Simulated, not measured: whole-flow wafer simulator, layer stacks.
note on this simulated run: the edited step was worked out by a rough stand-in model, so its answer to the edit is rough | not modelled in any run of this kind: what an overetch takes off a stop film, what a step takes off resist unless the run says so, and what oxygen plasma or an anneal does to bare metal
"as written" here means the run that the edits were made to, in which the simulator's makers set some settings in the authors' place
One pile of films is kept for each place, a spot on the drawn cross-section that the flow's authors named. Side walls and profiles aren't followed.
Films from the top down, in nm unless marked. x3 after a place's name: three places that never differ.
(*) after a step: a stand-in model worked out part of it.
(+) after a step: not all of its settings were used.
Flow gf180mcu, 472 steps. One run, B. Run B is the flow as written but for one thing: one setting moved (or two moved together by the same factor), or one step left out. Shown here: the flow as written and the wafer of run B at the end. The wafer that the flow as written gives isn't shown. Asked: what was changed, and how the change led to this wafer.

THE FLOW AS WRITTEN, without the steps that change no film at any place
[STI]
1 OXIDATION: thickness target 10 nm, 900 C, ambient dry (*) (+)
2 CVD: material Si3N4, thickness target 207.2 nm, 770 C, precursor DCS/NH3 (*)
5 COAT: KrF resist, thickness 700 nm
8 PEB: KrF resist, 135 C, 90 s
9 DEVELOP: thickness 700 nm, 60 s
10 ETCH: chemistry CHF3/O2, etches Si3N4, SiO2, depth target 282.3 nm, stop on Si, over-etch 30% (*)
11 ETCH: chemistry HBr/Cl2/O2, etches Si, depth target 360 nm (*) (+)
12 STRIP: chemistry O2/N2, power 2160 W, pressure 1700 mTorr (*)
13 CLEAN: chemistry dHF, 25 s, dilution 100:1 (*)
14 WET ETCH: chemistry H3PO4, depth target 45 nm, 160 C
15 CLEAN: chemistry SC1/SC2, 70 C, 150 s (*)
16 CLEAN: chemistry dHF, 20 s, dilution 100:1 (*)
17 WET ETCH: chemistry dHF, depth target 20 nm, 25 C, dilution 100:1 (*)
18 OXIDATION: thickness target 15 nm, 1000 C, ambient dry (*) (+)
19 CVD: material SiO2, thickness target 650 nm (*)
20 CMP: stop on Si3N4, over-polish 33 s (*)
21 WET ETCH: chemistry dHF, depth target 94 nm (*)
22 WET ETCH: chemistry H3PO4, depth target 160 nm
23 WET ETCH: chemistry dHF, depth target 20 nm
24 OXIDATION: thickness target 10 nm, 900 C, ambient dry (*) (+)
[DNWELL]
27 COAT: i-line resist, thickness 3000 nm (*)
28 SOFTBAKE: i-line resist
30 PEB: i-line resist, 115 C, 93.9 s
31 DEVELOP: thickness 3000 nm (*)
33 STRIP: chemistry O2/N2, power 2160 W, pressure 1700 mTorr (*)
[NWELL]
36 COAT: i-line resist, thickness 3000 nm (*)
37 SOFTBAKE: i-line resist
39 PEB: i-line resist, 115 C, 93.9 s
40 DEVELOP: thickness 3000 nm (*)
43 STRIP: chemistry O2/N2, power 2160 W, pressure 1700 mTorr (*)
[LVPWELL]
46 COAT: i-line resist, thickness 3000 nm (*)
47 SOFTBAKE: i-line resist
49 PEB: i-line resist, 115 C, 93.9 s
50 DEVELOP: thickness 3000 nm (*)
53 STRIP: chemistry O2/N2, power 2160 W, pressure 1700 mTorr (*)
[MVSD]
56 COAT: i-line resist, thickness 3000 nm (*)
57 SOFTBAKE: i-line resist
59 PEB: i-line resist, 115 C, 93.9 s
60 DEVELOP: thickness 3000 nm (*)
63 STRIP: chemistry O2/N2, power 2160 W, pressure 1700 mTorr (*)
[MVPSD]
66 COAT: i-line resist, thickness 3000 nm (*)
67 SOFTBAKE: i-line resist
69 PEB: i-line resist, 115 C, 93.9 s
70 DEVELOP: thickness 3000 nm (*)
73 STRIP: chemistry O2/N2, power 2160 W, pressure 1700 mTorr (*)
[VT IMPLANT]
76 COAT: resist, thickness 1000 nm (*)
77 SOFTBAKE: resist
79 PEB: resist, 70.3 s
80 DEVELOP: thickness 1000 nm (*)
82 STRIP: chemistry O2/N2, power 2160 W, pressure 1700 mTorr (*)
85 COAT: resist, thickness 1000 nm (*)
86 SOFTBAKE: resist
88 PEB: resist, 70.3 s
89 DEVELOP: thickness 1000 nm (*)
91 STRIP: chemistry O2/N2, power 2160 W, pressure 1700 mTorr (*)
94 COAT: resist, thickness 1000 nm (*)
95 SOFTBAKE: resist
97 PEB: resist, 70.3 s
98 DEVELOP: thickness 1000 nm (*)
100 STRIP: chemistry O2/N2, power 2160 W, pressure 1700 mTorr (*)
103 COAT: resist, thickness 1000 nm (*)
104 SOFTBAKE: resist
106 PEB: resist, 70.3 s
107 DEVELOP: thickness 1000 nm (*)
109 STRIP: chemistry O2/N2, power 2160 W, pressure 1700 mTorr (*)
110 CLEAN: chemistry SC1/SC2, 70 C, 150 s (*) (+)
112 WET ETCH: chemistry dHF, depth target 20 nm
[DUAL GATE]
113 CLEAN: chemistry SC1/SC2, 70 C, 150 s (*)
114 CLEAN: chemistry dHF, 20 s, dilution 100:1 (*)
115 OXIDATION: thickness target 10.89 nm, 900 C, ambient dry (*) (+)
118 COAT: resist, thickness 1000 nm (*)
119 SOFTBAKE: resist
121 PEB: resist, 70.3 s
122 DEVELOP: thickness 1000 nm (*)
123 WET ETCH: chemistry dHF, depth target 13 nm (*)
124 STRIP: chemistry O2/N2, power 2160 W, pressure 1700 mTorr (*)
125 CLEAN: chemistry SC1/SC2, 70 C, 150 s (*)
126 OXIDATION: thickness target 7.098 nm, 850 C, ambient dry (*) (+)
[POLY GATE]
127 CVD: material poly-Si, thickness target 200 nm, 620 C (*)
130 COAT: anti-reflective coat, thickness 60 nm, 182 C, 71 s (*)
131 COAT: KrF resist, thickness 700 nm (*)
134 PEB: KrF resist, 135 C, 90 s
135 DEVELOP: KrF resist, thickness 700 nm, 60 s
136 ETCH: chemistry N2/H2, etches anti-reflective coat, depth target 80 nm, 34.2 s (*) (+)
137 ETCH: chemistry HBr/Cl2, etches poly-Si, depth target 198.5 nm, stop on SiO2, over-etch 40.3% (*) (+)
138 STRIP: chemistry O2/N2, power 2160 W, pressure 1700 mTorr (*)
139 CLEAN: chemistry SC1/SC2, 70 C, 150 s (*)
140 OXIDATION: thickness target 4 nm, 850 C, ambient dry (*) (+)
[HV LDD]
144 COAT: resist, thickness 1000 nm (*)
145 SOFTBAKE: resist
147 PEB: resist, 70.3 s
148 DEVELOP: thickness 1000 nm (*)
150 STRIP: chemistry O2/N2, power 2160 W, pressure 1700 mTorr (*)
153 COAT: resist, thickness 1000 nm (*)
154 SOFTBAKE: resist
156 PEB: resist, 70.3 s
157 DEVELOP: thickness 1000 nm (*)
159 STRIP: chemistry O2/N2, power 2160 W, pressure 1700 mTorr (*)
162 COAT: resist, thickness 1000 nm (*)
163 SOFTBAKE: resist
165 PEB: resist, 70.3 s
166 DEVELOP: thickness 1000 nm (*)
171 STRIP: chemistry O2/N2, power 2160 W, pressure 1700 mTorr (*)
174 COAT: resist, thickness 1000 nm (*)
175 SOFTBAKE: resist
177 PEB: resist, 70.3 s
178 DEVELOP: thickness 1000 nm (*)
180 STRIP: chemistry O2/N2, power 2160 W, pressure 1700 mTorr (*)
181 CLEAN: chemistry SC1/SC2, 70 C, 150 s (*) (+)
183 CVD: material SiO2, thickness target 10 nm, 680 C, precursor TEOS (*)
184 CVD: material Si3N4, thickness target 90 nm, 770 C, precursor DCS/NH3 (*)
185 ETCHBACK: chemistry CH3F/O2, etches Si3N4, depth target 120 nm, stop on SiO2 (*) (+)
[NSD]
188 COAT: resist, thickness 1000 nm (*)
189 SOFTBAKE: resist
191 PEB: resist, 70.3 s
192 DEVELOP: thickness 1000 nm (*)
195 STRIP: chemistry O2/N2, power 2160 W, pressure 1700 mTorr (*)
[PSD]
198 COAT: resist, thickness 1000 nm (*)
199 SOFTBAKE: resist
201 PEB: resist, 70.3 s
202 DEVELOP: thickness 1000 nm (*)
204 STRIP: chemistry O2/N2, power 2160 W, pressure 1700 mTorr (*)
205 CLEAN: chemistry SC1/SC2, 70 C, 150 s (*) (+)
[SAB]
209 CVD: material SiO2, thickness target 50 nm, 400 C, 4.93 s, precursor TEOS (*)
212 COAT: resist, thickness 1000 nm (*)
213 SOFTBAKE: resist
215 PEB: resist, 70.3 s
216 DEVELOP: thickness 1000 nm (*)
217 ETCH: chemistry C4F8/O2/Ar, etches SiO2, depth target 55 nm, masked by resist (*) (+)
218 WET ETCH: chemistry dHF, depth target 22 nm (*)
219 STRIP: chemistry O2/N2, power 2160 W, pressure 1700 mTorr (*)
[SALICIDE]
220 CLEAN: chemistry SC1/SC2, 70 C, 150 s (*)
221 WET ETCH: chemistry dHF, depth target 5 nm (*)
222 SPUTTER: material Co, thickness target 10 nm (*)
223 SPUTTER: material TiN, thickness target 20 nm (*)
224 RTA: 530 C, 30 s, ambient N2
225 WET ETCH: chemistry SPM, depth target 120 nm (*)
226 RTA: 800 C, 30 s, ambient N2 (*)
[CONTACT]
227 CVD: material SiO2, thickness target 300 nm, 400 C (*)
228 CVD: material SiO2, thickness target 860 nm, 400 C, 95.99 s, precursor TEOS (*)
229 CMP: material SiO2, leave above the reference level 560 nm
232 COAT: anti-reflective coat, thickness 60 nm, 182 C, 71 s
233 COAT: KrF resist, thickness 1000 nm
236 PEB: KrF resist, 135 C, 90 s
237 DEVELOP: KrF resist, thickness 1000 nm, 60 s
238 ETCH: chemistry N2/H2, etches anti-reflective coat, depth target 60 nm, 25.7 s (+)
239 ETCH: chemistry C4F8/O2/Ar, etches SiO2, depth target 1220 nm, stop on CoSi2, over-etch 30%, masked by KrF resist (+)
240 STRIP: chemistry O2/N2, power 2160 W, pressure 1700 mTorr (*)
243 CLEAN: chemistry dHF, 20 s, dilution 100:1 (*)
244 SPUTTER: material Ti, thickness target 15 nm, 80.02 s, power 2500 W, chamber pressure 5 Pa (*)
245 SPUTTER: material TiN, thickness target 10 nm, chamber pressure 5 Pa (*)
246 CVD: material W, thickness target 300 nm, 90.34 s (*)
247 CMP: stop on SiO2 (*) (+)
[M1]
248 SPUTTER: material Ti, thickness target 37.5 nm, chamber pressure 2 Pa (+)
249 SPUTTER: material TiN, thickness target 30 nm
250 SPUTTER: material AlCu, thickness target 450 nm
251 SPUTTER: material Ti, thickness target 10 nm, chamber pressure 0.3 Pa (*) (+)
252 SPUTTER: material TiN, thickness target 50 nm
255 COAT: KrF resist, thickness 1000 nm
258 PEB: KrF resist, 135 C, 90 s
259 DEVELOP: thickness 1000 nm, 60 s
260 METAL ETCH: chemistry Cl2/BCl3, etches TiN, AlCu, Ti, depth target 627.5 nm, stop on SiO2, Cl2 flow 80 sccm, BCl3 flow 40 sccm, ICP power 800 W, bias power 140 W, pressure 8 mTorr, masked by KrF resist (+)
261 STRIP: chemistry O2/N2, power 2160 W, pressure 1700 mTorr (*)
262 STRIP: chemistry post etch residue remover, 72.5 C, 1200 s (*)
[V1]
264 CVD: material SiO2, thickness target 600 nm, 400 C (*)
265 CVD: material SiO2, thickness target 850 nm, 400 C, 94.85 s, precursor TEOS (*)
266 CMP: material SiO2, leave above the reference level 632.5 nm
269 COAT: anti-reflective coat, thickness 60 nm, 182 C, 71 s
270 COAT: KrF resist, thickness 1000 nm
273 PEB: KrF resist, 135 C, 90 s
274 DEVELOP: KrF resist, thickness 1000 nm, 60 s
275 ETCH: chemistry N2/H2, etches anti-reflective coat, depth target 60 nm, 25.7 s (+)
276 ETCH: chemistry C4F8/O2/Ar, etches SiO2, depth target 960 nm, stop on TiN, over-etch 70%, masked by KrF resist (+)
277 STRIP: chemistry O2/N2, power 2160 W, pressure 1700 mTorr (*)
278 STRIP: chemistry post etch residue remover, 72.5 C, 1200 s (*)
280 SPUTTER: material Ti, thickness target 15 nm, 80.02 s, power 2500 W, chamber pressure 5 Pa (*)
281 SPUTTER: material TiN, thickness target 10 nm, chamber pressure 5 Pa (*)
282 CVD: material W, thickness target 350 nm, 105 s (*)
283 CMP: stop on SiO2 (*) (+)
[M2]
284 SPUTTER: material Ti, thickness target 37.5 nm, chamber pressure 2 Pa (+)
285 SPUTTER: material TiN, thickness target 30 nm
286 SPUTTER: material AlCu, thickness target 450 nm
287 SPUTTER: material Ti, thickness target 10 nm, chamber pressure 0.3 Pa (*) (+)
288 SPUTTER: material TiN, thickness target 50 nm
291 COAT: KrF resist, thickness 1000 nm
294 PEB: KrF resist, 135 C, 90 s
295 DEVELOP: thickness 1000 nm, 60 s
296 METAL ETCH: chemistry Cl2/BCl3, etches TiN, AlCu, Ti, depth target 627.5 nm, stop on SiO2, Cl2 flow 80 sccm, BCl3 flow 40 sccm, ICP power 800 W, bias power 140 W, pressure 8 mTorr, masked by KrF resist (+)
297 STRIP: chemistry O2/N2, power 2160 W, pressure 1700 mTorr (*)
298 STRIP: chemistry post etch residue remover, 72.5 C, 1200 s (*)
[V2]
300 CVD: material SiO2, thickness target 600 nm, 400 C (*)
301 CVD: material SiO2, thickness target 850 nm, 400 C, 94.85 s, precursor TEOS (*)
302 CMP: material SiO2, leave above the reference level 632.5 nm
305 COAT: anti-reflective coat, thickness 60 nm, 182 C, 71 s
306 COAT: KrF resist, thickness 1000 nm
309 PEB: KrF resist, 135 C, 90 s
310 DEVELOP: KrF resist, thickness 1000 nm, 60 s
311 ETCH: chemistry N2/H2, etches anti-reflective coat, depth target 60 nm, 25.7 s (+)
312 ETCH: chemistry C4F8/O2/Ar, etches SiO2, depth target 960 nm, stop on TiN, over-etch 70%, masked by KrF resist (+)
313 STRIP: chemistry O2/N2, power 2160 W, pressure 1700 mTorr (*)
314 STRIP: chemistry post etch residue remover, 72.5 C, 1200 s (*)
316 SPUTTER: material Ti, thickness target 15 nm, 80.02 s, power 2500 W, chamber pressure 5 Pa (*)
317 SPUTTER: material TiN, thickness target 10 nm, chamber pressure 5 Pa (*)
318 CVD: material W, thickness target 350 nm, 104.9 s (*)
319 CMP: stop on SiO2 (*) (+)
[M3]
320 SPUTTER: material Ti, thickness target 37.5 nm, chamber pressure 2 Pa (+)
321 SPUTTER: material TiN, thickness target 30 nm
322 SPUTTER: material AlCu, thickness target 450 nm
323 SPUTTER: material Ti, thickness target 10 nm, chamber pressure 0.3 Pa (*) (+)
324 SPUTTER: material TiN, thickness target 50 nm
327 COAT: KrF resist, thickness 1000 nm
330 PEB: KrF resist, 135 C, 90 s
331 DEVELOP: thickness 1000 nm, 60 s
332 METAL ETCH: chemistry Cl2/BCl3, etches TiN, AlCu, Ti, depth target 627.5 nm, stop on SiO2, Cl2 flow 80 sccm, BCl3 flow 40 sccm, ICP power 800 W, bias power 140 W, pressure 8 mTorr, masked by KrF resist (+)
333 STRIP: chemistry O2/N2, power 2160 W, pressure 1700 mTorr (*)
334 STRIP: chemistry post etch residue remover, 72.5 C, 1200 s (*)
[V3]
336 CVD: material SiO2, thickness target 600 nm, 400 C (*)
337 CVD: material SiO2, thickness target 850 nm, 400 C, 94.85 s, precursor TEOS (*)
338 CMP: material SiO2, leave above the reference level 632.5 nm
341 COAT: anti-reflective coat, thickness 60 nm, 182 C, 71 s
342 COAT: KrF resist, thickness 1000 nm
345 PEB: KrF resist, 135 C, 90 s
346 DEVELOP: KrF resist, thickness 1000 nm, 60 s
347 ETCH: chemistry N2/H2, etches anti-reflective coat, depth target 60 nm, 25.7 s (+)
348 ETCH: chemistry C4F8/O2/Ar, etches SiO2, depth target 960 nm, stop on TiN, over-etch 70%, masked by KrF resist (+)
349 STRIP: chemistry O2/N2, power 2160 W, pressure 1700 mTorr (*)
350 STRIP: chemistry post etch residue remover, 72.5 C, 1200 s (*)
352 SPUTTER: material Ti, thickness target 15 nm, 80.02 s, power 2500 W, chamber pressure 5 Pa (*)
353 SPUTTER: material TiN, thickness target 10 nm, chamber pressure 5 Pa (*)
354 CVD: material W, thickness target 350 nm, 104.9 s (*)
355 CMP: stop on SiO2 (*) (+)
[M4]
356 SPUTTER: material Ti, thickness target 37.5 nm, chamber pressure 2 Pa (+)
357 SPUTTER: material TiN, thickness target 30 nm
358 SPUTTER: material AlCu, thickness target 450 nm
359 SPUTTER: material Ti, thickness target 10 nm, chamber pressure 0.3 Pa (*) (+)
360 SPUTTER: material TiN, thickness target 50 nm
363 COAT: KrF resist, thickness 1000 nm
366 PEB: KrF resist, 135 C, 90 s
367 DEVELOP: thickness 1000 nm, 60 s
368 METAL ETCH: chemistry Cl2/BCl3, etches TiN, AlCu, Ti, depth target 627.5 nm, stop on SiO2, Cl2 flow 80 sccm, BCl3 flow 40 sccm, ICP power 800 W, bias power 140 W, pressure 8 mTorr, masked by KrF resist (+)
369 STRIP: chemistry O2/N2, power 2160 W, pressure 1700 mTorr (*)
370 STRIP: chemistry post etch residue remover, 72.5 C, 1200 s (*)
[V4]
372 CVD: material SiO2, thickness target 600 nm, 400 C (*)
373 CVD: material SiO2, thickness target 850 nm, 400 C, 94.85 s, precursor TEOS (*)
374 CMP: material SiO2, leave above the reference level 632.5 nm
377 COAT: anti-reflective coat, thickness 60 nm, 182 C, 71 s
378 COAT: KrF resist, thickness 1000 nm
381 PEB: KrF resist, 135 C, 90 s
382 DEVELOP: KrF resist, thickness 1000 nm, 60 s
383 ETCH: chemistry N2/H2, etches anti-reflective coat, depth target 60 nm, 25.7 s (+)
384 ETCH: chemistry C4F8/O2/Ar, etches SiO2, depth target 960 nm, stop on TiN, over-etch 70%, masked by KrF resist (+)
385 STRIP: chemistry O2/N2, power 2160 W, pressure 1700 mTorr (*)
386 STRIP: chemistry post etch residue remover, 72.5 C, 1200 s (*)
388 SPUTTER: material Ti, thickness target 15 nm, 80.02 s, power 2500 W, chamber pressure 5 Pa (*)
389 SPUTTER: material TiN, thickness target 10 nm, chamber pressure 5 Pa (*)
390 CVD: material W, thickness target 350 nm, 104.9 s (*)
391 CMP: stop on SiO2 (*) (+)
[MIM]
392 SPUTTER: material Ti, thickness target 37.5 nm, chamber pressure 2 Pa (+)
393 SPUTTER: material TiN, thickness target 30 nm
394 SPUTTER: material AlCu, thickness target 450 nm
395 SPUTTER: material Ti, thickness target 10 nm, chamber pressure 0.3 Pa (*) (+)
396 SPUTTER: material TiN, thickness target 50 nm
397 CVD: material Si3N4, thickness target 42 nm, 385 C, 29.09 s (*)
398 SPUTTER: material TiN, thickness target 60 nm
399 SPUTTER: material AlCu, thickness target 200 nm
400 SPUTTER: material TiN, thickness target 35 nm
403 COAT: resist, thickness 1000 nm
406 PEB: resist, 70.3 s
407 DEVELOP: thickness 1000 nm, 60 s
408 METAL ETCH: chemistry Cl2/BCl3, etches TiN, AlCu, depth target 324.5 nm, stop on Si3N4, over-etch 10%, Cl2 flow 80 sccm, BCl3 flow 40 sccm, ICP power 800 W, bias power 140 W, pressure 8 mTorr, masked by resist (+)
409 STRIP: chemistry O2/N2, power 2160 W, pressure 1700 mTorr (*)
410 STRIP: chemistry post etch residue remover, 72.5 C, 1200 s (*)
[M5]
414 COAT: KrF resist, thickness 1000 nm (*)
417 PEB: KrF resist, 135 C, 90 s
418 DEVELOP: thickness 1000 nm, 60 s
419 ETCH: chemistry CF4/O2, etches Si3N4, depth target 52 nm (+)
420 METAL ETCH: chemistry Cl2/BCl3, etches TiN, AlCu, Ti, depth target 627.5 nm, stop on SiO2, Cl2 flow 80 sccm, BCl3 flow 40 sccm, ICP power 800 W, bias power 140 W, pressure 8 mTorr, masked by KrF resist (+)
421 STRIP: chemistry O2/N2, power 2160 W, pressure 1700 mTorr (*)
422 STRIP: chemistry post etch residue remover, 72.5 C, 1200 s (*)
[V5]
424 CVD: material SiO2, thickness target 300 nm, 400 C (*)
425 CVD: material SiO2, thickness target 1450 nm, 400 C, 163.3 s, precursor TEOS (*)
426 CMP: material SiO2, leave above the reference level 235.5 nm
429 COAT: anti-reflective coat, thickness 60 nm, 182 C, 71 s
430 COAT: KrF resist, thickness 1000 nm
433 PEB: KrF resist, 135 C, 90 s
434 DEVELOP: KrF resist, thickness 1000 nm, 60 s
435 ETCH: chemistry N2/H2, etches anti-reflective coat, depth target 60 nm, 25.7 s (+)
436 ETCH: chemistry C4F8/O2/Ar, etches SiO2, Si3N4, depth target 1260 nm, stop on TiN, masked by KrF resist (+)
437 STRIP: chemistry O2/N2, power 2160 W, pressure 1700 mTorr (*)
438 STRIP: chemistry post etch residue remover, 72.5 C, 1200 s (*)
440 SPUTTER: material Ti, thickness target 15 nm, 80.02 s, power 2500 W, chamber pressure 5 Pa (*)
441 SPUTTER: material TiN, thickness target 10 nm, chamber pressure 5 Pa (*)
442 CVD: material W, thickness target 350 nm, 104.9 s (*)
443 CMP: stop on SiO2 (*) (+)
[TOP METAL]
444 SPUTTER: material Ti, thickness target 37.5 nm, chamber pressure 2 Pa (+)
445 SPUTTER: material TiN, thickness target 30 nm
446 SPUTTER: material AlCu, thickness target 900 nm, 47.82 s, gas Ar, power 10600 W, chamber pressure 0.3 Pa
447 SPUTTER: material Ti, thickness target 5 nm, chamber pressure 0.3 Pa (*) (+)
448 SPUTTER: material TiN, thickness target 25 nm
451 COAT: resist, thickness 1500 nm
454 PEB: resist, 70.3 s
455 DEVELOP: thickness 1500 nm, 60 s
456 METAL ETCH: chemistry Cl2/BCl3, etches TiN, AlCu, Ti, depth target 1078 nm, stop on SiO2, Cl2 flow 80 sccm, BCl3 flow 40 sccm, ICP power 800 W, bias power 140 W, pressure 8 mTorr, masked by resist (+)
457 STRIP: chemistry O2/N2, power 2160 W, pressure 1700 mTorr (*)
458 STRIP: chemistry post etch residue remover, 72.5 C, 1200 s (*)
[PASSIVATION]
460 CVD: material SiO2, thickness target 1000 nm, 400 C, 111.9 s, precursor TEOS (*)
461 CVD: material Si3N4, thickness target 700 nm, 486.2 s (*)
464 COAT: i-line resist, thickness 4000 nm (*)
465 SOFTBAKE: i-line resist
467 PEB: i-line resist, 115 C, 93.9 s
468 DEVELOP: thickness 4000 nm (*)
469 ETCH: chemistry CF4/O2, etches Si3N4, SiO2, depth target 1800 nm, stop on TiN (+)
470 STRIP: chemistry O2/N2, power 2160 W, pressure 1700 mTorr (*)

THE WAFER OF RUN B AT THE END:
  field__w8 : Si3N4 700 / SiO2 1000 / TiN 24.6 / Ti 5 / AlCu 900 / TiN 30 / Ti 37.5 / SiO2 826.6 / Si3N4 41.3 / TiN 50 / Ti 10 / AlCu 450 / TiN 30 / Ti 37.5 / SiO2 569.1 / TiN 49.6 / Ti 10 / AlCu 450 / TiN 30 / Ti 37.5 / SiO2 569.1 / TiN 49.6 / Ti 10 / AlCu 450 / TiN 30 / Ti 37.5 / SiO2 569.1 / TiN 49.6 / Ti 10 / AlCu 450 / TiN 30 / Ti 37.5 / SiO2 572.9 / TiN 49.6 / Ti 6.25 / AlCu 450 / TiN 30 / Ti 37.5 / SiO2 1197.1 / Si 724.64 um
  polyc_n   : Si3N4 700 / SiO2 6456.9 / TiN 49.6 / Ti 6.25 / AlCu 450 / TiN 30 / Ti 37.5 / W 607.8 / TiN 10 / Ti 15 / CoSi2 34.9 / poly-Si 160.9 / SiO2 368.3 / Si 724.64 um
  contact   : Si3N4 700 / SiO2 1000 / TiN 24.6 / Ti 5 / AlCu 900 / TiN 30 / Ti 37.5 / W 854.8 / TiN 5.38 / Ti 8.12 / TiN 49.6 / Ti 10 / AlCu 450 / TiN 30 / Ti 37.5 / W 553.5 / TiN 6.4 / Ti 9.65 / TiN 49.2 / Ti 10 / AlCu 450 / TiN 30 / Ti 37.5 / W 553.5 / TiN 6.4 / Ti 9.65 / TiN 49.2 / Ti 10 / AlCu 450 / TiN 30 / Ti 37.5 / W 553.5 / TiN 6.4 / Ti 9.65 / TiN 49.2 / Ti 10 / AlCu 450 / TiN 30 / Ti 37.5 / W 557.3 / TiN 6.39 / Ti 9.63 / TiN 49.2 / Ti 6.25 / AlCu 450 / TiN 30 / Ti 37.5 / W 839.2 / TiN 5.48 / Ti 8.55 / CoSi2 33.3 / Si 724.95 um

The cause: step 251, SPUTTER: thickness target 6.25 nm was run, where the flow has thickness target 10 nm.
It can be read off the wafer: field__w8 has Ti 6.25, and step 251 as written asks for 10 nm.

How the change led to this, step by step:
  251 SPUTTER: material Ti, thickness target 10 nm, chamber pressure 0.3 Pa (*) (+)
      field, field__w1, field__w2 and 108 more: Ti +6.25 (new film) (as written it would be: Ti +10 (new film))
  260 METAL ETCH: chemistry Cl2/BCl3, etches TiN, AlCu, Ti, depth target 627.5 nm, stop on SiO2, Cl2 flow 80 sccm, BCl3 flow 40 sccm, ICP power 800 W, bias power 140 W, pressure 8 mTorr, masked by KrF resist (+)
      field, field__w1, field__w2 and 99 more: TiN -50 (all of it), Ti -6.25 (all of it), AlCu -450 (all of it), TiN -30 (all of it), Ti -37.5 (all of it) (as written it would be: TiN -50 (all of it), Ti -10 (all of it), AlCu -450 (all of it), TiN -30 (all of it), Ti -37.5 (all of it))
